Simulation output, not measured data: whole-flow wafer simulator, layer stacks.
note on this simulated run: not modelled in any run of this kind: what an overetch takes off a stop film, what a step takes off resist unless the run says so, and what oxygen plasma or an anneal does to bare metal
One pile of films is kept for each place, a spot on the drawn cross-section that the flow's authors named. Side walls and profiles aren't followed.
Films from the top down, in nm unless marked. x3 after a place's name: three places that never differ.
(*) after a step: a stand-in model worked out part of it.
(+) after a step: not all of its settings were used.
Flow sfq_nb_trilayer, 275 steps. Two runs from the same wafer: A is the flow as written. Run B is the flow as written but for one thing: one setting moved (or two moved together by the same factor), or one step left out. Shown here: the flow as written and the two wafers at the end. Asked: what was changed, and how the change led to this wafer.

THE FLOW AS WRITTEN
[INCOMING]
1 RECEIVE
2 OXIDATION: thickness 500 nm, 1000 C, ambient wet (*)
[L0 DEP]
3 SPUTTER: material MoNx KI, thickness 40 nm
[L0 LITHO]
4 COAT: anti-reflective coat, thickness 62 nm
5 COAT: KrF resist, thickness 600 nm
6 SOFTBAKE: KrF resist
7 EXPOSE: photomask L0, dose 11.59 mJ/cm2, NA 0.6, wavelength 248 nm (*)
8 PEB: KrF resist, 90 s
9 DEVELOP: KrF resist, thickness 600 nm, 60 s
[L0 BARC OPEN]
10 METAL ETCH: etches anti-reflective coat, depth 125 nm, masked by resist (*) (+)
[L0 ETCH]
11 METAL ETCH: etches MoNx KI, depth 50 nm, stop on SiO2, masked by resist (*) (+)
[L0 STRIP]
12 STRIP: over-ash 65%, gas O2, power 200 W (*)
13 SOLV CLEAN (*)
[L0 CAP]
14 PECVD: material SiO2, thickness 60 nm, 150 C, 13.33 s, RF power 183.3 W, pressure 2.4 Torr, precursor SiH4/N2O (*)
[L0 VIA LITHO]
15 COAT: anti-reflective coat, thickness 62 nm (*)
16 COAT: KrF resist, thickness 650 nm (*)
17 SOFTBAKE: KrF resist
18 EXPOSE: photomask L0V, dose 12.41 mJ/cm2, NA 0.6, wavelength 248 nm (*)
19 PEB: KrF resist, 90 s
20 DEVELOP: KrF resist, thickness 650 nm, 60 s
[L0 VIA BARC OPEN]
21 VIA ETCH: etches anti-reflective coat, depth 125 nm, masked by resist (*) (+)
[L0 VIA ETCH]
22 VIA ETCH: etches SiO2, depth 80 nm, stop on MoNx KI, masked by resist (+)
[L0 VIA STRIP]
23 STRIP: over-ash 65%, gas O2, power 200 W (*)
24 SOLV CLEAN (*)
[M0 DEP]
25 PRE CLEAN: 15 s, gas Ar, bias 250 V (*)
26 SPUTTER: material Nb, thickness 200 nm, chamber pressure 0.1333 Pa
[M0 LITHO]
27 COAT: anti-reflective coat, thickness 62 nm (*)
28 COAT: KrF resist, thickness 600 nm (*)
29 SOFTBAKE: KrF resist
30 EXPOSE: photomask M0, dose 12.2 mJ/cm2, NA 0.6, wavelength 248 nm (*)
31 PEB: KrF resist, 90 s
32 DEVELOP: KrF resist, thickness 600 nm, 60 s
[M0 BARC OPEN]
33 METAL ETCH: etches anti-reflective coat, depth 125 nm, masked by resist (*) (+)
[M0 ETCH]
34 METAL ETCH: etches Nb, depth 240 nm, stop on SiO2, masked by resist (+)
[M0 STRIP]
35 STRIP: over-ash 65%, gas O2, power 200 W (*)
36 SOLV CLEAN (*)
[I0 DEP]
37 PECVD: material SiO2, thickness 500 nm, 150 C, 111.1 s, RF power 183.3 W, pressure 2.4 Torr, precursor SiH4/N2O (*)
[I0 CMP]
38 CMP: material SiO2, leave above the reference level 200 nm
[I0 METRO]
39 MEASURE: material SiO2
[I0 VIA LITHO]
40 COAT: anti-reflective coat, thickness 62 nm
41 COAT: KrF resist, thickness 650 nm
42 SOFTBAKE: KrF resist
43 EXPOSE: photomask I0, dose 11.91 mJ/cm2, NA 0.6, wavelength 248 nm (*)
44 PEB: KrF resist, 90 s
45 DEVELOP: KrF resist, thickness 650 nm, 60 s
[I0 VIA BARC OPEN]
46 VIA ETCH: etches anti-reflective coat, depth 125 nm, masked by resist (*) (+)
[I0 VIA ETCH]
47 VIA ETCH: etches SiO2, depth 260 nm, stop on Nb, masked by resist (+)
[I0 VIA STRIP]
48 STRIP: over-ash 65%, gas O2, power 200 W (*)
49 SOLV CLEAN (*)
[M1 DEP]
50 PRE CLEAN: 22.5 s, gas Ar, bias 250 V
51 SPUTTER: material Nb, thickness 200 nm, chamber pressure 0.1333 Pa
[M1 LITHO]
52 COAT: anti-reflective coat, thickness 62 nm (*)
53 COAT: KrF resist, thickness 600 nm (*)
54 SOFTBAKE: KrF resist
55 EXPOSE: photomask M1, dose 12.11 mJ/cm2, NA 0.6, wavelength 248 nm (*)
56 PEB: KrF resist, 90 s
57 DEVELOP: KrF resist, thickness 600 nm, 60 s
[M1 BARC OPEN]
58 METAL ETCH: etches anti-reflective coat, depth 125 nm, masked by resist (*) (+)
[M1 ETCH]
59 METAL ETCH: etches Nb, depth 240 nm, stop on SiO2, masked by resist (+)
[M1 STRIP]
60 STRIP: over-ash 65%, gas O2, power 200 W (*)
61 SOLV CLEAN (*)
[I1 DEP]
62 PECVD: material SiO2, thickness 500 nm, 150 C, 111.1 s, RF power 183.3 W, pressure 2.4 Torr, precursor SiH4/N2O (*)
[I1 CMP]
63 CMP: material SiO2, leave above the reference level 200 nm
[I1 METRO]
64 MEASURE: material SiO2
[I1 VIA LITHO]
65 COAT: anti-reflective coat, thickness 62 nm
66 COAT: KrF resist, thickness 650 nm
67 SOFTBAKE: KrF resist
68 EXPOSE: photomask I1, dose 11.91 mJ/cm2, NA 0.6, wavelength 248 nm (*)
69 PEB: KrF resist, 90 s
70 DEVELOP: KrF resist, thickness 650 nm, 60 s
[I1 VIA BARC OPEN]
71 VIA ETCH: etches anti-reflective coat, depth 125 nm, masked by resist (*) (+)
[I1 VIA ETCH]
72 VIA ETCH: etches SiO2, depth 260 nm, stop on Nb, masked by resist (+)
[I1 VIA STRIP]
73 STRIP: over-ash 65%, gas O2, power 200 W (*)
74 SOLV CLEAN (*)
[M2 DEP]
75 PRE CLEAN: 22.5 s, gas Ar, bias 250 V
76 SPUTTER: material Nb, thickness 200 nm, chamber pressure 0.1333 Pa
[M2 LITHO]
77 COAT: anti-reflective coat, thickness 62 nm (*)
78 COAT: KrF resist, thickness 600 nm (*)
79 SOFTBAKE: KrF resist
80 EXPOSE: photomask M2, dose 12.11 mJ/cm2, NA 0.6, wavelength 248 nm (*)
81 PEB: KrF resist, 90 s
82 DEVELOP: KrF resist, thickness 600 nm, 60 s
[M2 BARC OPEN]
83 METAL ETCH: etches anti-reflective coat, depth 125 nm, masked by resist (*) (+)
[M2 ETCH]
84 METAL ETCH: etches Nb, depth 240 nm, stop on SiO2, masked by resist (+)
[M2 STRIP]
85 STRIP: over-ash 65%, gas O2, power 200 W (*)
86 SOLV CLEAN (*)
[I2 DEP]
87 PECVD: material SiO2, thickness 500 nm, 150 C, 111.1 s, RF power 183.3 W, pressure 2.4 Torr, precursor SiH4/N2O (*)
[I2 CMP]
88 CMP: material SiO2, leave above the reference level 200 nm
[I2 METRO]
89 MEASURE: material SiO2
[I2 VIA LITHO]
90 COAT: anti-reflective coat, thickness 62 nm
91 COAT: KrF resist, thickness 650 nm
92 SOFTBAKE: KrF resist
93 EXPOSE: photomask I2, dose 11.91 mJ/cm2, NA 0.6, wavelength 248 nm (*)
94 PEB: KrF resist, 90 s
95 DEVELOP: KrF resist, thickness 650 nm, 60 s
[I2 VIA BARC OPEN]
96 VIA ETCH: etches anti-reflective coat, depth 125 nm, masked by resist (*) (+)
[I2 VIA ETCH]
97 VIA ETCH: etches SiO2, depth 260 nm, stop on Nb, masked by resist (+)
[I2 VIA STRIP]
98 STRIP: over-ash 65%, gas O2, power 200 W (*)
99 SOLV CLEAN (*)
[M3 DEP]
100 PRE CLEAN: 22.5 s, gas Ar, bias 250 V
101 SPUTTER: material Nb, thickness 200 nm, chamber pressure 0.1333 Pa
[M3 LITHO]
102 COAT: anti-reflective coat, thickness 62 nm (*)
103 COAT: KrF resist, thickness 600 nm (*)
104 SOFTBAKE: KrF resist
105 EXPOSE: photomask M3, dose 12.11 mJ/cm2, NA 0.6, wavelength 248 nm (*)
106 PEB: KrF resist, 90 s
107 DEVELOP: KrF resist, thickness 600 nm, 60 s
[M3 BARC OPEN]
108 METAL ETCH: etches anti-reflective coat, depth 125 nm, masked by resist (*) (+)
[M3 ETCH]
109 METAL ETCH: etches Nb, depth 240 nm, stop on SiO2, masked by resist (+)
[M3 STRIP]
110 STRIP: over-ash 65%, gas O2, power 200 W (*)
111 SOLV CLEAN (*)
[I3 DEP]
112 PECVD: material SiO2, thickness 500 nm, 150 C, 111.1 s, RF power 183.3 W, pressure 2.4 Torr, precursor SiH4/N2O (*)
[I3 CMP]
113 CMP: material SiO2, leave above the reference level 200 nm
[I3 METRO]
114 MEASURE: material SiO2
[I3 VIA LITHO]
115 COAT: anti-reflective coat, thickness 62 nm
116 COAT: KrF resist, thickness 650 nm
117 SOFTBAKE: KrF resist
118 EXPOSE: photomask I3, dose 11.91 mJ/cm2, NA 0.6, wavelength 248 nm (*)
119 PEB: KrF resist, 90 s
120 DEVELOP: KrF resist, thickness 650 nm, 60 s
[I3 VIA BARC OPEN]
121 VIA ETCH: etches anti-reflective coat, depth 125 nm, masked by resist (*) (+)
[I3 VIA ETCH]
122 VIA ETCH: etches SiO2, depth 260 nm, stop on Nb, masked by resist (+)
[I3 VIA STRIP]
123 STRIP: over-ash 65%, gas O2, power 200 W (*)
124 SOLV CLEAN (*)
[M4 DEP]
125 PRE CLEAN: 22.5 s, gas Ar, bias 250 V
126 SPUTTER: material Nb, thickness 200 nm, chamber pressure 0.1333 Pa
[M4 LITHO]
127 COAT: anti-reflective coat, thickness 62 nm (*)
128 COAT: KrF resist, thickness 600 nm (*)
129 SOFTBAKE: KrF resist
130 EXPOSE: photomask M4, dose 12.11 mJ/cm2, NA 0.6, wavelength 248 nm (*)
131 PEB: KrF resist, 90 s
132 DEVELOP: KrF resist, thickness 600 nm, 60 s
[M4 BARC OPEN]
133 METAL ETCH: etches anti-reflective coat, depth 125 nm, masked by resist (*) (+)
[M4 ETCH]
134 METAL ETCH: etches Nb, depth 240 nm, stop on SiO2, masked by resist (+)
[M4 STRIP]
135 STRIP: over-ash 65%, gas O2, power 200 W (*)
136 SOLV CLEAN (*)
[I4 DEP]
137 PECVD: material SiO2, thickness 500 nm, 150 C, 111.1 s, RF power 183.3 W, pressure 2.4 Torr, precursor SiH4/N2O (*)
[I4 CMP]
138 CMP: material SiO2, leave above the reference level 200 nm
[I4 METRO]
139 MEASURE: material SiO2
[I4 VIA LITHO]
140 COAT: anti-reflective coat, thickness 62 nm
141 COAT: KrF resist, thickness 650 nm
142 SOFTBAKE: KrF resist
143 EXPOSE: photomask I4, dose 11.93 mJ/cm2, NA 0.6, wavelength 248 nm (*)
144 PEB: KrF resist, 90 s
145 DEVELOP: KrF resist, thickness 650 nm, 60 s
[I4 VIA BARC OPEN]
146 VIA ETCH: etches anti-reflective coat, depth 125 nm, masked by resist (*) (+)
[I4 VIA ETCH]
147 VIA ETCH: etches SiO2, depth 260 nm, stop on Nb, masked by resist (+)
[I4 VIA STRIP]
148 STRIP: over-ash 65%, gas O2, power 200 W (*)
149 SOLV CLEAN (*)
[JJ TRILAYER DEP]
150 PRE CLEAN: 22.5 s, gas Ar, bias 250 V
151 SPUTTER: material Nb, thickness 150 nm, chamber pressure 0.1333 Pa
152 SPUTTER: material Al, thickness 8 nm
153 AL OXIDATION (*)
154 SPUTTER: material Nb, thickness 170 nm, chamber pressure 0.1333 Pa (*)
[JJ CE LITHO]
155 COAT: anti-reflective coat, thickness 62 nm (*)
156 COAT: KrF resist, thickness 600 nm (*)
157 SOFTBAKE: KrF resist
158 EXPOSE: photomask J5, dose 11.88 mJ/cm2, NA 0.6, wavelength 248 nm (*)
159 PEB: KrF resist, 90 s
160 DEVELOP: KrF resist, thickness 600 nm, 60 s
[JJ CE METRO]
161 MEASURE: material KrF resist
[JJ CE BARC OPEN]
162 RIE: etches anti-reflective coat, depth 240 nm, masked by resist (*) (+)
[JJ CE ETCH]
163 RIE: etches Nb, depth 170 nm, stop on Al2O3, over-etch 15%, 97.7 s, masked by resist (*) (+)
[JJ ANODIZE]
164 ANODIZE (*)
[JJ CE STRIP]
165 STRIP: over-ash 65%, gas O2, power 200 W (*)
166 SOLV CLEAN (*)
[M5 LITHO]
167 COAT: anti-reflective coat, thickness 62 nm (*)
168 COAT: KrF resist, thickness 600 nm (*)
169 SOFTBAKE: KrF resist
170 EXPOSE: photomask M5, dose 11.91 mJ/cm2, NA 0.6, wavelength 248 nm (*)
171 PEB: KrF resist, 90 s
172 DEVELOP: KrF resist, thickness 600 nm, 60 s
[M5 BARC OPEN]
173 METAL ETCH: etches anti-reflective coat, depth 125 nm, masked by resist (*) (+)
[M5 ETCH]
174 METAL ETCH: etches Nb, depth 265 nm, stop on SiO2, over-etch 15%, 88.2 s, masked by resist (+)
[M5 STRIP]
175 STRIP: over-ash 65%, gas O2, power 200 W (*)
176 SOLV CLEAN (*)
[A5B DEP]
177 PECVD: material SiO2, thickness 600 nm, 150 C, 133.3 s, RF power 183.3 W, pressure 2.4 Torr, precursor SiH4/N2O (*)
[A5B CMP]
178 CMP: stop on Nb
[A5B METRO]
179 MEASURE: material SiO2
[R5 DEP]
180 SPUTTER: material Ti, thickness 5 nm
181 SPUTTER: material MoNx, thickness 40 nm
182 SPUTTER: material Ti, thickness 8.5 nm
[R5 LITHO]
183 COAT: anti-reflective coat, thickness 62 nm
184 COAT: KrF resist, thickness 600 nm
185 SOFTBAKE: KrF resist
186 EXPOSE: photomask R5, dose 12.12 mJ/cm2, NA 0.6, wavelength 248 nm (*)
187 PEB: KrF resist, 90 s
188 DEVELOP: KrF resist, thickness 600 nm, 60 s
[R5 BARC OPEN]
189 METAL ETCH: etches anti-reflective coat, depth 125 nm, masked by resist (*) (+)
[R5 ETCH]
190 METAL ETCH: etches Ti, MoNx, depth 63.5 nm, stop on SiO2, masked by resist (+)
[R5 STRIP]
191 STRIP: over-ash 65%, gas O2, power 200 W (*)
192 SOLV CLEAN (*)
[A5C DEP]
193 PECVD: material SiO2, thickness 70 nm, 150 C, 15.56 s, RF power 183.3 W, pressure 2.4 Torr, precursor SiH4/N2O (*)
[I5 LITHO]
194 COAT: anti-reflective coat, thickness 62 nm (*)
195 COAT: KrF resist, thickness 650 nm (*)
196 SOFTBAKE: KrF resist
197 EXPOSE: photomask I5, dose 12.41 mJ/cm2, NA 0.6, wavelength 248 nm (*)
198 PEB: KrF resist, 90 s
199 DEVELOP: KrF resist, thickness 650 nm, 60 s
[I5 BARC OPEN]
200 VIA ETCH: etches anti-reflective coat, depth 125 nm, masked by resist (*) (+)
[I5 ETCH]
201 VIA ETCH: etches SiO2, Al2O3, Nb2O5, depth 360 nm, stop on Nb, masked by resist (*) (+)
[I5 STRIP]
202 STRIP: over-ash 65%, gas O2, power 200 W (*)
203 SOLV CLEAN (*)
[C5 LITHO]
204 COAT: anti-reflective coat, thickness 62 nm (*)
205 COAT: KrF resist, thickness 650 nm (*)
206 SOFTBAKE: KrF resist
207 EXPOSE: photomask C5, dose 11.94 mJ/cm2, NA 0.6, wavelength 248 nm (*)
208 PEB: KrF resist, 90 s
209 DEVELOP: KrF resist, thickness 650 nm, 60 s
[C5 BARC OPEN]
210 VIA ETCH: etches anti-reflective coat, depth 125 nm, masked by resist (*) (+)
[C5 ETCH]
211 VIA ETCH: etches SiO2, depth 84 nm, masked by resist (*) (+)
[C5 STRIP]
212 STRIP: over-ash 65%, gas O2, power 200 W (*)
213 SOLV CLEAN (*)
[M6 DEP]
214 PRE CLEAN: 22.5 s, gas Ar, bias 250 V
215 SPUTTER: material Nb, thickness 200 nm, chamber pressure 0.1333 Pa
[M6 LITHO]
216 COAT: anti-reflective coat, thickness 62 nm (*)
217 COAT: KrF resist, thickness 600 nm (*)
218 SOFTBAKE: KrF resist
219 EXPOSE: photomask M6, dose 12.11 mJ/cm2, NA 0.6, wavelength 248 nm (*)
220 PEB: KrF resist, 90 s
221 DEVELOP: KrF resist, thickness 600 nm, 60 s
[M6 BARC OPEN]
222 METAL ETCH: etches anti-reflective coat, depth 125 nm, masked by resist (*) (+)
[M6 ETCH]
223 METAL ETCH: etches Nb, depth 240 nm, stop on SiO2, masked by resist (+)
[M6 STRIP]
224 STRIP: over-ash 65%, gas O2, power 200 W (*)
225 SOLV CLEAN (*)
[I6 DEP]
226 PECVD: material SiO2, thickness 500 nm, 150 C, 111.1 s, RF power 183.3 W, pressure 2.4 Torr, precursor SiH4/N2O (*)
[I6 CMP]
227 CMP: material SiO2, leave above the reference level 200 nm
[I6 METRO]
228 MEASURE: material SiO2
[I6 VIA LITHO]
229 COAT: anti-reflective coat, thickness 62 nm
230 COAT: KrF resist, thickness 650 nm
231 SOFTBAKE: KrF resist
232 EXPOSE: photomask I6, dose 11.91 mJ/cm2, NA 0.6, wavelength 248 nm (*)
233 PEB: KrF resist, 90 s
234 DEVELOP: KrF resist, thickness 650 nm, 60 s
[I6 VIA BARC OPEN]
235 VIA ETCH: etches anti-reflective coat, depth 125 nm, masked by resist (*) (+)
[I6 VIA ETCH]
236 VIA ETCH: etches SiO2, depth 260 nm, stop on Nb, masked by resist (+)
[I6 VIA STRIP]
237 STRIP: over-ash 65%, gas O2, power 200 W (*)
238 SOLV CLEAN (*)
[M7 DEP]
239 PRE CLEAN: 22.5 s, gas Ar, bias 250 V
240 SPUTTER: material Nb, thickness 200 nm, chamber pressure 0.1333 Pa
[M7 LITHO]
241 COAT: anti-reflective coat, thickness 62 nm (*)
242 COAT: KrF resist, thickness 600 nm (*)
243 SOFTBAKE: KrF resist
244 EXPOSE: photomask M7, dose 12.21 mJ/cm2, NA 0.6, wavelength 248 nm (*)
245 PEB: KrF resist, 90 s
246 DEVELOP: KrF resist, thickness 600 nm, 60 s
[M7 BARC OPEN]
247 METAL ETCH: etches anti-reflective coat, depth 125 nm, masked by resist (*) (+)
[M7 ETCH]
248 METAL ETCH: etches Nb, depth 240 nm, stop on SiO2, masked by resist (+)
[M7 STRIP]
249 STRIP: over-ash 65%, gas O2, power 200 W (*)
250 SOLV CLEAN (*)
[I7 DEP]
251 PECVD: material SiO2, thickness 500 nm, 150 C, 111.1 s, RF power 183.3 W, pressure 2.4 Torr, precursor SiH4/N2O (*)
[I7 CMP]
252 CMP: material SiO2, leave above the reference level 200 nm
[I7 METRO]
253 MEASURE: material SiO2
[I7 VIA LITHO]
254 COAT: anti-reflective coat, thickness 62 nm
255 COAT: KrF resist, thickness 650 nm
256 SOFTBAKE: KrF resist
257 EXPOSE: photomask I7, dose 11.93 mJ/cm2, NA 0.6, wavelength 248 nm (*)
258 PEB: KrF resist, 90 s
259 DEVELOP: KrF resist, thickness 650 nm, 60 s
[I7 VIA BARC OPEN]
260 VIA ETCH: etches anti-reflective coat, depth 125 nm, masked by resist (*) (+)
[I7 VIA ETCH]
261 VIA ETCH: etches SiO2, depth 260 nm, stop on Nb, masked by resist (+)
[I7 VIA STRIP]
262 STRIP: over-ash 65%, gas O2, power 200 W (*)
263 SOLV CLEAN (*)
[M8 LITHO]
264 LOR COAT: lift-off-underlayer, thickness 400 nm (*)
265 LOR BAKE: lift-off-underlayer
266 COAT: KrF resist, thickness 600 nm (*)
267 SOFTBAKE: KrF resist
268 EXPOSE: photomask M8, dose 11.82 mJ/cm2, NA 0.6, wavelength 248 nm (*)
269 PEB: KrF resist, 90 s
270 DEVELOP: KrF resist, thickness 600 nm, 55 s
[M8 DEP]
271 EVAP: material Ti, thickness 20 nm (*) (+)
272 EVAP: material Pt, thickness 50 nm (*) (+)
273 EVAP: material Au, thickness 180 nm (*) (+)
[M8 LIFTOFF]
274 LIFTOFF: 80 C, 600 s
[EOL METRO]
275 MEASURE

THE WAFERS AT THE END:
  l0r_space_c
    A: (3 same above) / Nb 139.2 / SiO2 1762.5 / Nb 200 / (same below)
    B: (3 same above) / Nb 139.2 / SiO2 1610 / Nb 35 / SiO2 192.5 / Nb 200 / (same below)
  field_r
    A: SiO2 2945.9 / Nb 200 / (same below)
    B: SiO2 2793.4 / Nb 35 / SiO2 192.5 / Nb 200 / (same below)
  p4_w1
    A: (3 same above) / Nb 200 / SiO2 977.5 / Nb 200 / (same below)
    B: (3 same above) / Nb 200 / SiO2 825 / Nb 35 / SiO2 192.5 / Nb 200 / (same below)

The cause: step 51, SPUTTER: thickness 275 nm was run, where the flow has thickness 200 nm.

How the change led to this, step by step:
  51 SPUTTER: material Nb, thickness 200 nm, chamber pressure 0.1333 Pa
      field_l, v_sur, via_wl and 102 more: A Nb +200 (new film) | B Nb +275 (new film)
      via_w: A Nb +174.5 | B Nb +241
  52 COAT: anti-reflective coat, thickness 62 nm (*)
      via_wr: A anti-reflective coat +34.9 (new film) | B anti-reflective coat +33.4 (new film)
  59 METAL ETCH: etches Nb, depth 240 nm, stop on SiO2, masked by resist (+)
      field_l, be, be_sur and 79 more: A Nb -200 (all of it) | B Nb -240
  60 STRIP: over-ash 65%, gas O2, power 200 W (*)
      via_wr: A KrF resist -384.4 (all of it), anti-reflective coat -34.9 (all of it) | B KrF resist -384.8 (all of it), anti-reflective coat -33.4 (all of it)
  62 PECVD: material SiO2, thickness 500 nm, 150 C, 111.1 s, RF power 183.3 W, pressure 2.4 Torr, precursor SiH4/N2O (*)
      field_l, be, be_sur and 72 more: A SiO2 +500 | B SiO2 +500 (new film)
      lsp_m, ln_m6, lsp_r, l0_sur, l0v: A SiO2 +494.9 | B SiO2 +493.9 (new film)
      (and at 3 more places)
  63 CMP: material SiO2, leave above the reference level 200 nm
      field_l, be, be_sur and 72 more: A SiO2 -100 | B SiO2 -60
      lsp_m, ln_m6, lsp_r, l0_sur, l0v: A SiO2 -94.9 | B SiO2 -53.9
      (and at 1 more place)
Counting metal films that touch as one body, l0r_space_c has 3 bodies (between them, from the top down: SiO2 1610; SiO2 192.5); the flow as written gives 2 bodies (between them, from the top down: SiO2 1762.5).
Counting metal films that touch as one body, field_r has 2 bodies (between them, from the top down: SiO2 192.5); the flow as written gives 1 body.
Counting metal films that touch as one body, p4_w1 has 4 bodies (between them, from the top down: SiO2 192.5; SiO2 825; SiO2 192.5); the flow as written gives 3 bodies (between them, from the top down: SiO2 192.5; SiO2 977.5).
